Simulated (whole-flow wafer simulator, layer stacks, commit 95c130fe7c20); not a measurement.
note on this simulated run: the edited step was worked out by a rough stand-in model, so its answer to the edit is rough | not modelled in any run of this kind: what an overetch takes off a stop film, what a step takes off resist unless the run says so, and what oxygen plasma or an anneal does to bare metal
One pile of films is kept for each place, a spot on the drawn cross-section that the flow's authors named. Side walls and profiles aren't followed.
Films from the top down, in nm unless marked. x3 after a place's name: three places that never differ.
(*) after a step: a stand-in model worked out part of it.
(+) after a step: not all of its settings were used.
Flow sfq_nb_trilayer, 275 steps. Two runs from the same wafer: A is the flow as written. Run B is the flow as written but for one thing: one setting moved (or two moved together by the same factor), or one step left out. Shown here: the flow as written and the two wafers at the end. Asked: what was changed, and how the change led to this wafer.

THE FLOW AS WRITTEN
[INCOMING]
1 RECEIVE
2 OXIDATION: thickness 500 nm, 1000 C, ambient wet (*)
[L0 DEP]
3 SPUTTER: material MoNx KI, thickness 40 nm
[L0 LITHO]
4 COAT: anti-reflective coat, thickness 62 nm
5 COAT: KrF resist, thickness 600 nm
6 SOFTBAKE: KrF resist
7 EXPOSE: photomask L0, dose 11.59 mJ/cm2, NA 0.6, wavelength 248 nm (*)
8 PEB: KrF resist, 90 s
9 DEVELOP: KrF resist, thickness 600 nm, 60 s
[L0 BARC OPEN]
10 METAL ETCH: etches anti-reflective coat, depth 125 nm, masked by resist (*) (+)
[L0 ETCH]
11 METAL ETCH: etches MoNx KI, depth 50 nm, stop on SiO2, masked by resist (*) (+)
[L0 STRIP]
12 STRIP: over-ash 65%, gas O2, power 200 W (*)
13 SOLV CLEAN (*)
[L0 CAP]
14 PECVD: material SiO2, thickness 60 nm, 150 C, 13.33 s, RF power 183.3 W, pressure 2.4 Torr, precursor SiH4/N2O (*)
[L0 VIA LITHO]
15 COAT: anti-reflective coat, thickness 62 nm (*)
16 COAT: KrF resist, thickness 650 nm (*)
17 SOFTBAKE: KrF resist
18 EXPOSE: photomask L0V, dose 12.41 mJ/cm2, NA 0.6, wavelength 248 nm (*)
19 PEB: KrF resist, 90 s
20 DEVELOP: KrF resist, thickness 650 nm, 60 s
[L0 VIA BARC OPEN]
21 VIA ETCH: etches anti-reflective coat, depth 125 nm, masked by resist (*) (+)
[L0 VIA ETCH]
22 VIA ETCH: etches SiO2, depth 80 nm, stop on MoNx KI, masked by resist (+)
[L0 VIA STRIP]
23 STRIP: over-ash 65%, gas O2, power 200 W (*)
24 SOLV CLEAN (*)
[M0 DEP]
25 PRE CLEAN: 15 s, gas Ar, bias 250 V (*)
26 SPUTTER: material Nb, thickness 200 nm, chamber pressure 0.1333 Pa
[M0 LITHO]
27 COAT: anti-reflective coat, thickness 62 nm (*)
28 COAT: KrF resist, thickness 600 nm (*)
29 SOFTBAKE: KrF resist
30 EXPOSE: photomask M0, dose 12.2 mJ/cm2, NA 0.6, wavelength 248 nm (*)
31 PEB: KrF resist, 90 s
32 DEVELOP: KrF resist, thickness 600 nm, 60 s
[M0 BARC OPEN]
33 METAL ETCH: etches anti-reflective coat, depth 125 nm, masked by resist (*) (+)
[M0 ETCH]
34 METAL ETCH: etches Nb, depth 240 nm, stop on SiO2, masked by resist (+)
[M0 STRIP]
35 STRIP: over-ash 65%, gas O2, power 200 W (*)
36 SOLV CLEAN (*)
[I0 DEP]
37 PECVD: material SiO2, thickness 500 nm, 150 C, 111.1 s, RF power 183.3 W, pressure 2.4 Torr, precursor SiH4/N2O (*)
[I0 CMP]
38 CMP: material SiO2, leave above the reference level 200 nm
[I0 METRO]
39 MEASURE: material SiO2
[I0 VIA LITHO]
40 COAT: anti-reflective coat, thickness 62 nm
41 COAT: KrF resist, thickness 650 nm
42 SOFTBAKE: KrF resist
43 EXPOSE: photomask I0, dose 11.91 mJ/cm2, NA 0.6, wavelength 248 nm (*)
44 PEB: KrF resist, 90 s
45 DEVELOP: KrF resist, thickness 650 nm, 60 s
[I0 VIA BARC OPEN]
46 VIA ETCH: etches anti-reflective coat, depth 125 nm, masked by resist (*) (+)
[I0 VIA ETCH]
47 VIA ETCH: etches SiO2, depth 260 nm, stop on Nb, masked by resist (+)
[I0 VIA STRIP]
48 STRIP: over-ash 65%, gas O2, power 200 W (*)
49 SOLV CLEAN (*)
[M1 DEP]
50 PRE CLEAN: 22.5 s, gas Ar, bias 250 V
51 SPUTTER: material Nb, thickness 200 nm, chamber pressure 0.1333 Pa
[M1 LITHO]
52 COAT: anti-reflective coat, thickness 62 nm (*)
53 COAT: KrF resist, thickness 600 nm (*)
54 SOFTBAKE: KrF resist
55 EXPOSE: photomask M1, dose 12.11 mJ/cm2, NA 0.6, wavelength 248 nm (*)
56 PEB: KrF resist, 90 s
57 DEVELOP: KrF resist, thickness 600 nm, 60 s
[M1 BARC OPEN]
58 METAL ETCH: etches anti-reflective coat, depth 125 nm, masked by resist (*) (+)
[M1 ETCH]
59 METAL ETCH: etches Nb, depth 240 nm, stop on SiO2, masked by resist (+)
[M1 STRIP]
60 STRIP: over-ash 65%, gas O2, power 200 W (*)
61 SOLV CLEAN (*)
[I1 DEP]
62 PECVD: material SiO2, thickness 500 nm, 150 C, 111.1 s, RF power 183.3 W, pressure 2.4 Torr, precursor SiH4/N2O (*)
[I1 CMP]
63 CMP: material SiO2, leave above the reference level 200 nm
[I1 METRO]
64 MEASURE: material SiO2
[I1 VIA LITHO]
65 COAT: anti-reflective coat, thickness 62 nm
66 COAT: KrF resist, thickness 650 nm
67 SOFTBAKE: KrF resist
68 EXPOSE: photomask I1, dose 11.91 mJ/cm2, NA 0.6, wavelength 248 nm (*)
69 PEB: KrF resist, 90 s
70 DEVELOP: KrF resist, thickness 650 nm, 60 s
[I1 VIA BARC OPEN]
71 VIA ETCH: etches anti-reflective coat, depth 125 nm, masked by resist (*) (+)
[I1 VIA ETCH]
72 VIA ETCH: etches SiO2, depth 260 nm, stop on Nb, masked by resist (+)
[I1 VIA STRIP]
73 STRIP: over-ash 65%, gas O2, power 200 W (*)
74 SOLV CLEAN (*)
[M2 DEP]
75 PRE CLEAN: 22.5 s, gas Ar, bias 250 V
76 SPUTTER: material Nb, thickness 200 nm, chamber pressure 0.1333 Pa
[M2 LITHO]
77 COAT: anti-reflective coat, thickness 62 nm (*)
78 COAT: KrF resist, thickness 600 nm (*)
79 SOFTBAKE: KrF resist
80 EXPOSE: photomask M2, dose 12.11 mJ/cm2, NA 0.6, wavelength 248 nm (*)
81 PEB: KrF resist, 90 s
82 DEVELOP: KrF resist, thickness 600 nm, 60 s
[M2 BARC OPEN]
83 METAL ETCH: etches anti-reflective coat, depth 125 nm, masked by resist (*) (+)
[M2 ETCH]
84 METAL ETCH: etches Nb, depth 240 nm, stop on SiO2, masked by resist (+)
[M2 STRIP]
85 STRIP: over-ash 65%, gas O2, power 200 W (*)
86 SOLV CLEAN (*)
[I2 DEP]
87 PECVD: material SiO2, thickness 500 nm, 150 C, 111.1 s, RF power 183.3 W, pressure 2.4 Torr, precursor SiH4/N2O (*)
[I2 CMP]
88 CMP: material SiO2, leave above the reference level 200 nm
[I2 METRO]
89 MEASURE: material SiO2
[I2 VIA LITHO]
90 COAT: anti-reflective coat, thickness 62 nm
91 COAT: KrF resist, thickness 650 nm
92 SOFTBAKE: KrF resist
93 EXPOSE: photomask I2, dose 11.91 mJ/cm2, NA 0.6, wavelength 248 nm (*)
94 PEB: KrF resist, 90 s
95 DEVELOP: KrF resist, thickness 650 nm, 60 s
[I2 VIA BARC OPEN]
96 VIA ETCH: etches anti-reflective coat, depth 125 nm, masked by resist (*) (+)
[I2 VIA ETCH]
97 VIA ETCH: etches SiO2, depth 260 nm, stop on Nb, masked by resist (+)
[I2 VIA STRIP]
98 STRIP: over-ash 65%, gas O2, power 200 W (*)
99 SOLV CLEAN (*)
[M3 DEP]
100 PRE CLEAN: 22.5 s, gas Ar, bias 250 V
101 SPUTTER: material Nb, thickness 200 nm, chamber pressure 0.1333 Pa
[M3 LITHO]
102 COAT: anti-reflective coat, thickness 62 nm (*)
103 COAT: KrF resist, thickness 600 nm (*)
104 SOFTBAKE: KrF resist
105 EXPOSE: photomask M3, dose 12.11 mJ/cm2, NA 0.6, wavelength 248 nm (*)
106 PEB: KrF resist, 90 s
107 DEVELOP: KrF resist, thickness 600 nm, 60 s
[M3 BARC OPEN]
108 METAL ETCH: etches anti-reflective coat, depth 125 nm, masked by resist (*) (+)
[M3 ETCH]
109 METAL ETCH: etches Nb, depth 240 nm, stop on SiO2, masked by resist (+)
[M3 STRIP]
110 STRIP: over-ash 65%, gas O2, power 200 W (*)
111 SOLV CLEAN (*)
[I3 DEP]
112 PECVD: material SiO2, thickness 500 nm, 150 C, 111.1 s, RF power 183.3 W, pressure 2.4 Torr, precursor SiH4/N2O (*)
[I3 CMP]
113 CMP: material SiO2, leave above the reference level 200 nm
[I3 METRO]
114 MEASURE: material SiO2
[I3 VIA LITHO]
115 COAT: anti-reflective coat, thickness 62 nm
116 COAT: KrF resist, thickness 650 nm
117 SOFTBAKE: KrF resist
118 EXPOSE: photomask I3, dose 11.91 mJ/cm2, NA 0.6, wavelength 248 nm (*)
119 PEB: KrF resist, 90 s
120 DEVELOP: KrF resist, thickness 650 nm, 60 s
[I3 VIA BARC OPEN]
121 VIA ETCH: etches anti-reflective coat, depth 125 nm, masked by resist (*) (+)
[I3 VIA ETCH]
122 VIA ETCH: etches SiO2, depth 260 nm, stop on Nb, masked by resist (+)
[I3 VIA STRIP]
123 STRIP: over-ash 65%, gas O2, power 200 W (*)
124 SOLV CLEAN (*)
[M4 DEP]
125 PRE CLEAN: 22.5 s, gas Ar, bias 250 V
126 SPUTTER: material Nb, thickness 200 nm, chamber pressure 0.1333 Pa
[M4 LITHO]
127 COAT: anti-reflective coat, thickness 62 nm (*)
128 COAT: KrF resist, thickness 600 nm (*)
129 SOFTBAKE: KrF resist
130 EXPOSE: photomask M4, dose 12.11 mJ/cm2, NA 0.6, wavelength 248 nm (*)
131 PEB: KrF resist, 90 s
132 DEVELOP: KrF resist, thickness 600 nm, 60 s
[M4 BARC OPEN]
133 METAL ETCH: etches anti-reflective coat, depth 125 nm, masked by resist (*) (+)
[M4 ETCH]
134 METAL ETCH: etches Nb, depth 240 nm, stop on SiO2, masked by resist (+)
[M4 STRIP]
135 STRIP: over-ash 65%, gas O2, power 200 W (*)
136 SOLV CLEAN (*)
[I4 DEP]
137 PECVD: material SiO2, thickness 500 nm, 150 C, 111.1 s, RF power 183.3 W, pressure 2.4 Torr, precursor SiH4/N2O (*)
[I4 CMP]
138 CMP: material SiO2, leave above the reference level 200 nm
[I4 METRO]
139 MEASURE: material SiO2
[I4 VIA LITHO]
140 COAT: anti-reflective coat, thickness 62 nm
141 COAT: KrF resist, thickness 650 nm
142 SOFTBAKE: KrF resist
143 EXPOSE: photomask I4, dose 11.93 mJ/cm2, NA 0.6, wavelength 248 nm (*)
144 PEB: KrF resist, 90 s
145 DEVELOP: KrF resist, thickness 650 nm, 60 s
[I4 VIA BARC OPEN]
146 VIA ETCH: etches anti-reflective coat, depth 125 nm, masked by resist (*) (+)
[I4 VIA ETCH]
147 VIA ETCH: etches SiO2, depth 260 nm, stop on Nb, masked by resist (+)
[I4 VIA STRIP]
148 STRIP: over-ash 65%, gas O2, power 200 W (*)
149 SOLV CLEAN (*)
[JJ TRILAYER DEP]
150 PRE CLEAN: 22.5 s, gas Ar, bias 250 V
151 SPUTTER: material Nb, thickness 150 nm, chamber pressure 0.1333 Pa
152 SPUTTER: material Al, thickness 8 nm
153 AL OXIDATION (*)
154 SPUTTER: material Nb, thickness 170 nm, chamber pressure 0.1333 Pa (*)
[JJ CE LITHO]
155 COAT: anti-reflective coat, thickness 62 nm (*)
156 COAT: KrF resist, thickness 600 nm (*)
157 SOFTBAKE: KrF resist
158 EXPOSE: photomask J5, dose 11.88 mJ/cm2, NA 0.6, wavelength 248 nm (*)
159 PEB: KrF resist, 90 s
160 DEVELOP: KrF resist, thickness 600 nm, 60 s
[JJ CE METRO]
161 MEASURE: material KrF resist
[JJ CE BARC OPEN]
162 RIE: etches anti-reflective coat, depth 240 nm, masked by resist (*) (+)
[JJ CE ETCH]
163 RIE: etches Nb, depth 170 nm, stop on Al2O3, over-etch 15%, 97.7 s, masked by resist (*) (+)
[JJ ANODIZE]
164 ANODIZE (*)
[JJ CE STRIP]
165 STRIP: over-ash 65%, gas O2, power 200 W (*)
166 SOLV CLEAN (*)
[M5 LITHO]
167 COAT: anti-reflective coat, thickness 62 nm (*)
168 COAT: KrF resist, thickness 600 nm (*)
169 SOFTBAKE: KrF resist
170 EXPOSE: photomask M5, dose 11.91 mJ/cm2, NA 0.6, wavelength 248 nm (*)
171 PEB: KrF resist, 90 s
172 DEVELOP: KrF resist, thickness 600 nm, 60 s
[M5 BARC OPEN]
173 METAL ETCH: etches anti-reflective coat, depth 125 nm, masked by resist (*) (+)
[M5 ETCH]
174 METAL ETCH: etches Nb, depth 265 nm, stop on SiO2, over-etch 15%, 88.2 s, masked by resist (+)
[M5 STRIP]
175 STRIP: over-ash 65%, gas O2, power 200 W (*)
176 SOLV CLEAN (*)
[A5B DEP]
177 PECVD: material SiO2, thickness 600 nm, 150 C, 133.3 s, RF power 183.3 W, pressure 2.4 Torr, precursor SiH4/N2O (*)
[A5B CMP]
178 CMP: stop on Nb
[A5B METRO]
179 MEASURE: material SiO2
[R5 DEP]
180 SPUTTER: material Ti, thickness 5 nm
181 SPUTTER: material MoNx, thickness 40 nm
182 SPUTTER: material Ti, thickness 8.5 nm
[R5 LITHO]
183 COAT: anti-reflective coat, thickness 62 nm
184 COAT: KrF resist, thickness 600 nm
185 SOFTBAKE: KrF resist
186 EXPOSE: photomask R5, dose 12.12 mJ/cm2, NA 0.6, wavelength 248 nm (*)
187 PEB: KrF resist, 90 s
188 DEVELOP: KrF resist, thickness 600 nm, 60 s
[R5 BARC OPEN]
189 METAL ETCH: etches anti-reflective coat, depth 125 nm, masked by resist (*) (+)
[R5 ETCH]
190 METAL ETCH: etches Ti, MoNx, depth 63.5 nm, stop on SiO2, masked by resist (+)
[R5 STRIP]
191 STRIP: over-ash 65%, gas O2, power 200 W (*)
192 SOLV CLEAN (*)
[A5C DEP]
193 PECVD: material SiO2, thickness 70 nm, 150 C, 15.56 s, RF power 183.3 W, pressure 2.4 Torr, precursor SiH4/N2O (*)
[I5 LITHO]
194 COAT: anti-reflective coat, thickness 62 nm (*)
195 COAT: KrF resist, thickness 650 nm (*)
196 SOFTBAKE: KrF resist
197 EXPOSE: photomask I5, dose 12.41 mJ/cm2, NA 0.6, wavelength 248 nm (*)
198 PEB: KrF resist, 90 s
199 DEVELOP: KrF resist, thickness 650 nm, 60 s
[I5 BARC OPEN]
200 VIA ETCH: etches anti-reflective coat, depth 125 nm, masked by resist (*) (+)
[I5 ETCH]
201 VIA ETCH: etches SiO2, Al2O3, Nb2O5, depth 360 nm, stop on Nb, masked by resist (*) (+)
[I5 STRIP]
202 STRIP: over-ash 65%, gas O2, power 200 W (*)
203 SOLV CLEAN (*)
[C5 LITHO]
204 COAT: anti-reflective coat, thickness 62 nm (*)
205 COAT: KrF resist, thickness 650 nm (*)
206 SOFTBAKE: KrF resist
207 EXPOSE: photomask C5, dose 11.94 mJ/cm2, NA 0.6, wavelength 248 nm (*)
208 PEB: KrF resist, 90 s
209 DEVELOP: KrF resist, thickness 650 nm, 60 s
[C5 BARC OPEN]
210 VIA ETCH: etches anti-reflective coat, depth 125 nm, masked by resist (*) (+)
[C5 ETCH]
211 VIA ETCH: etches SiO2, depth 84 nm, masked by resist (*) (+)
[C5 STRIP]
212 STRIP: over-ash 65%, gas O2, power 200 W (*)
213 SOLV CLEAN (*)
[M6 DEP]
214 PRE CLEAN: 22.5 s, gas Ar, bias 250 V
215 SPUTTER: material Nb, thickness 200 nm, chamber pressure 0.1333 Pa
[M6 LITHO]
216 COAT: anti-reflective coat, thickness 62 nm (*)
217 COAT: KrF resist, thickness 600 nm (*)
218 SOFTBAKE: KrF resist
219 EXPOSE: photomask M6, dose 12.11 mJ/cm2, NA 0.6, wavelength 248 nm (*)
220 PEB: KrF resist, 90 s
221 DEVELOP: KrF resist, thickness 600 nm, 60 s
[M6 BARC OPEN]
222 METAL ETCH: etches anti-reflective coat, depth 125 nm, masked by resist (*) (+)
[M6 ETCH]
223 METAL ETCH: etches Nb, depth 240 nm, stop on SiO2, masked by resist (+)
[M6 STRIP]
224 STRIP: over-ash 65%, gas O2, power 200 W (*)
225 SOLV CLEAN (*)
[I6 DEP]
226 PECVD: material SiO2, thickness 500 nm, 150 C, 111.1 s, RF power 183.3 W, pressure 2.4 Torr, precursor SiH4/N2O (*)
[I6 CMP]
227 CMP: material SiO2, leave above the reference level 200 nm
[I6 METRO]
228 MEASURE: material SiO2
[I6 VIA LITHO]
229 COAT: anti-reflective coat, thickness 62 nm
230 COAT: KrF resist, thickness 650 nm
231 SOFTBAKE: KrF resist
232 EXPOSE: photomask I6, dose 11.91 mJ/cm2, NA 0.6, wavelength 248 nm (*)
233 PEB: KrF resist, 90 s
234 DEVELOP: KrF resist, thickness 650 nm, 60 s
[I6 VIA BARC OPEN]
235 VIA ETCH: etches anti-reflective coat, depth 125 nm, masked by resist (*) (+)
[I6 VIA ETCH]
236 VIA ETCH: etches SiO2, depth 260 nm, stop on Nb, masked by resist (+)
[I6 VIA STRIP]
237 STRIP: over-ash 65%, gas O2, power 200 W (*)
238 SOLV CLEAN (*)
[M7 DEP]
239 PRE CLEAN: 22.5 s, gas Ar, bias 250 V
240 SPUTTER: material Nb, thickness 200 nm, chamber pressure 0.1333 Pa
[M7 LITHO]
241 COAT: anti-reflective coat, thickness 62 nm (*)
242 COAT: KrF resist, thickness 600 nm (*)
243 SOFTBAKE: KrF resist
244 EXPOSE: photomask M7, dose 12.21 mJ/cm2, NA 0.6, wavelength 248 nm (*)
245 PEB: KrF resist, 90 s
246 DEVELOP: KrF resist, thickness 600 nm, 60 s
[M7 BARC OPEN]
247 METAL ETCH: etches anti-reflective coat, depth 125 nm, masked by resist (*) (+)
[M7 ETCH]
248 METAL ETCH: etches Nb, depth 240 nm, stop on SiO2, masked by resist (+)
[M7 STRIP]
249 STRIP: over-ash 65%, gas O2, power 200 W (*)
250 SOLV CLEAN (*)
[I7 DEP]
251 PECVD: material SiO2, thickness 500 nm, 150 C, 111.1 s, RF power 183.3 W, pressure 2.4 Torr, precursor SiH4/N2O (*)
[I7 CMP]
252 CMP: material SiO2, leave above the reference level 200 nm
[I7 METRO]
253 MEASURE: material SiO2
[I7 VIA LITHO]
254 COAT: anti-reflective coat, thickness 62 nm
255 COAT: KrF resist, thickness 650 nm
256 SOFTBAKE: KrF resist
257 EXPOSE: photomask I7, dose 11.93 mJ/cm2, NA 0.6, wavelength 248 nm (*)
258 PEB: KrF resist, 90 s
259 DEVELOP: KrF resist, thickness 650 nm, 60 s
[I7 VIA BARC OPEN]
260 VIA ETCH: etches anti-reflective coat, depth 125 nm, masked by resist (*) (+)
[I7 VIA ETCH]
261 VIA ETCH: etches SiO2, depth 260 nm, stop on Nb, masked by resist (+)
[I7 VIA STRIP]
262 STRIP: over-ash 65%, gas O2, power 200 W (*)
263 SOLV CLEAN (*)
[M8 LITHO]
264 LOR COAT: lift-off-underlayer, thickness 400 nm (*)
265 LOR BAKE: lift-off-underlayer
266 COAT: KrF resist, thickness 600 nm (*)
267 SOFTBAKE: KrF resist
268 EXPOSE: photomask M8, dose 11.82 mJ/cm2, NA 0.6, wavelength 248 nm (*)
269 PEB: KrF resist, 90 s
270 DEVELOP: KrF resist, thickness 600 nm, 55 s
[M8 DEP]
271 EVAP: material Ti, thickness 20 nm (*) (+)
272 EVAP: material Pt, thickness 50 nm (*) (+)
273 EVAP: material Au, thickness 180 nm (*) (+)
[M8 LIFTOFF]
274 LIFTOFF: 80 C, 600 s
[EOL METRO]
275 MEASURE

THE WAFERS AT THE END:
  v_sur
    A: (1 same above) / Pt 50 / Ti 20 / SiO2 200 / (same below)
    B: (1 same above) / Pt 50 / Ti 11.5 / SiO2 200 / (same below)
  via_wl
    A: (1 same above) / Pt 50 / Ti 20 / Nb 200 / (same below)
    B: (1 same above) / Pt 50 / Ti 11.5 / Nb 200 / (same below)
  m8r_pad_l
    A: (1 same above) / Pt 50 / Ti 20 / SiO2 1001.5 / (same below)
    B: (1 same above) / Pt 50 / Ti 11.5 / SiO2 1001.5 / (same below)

The cause: step 271, EVAP: thickness 11.5 nm was run, where the flow has thickness 20 nm.
It can be read off the wafer: v_sur has Ti 11.5, and step 271 as written asks for 20 nm.

How the change led to this, step by step:
  271 EVAP: material Ti, thickness 20 nm (*) (+)
      field_l, v_sur, via_wl and 103 more: A Ti +20 (new film) | B Ti +11.5 (new film)
  274 LIFTOFF: 80 C, 600 s
      p4_fl, p4_fm, p4_w1 and 71 more: A Au -180 (all of it), Pt -50 (all of it), Ti -20 (all of it), KrF resist -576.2 (all of it), lift-off-underlayer -400 (all of it) | B Au -180 (all of it), Pt -50 (all of it), Ti -11.5 (all of it), KrF resist -576.2 (all of it), lift-off-underlayer -400 (all of it)
      c5j, ce_r: A Au -180 (all of it), Pt -50 (all of it), Ti -20 (all of it), KrF resist -573.3 (all of it), lift-off-underlayer -399.3 (all of it) | B Au -180 (all of it), Pt -50 (all of it), Ti -11.5 (all of it), KrF resist -573.3 (all of it), lift-off-underlayer -399.3 (all of it)
      (and at 19 more places)
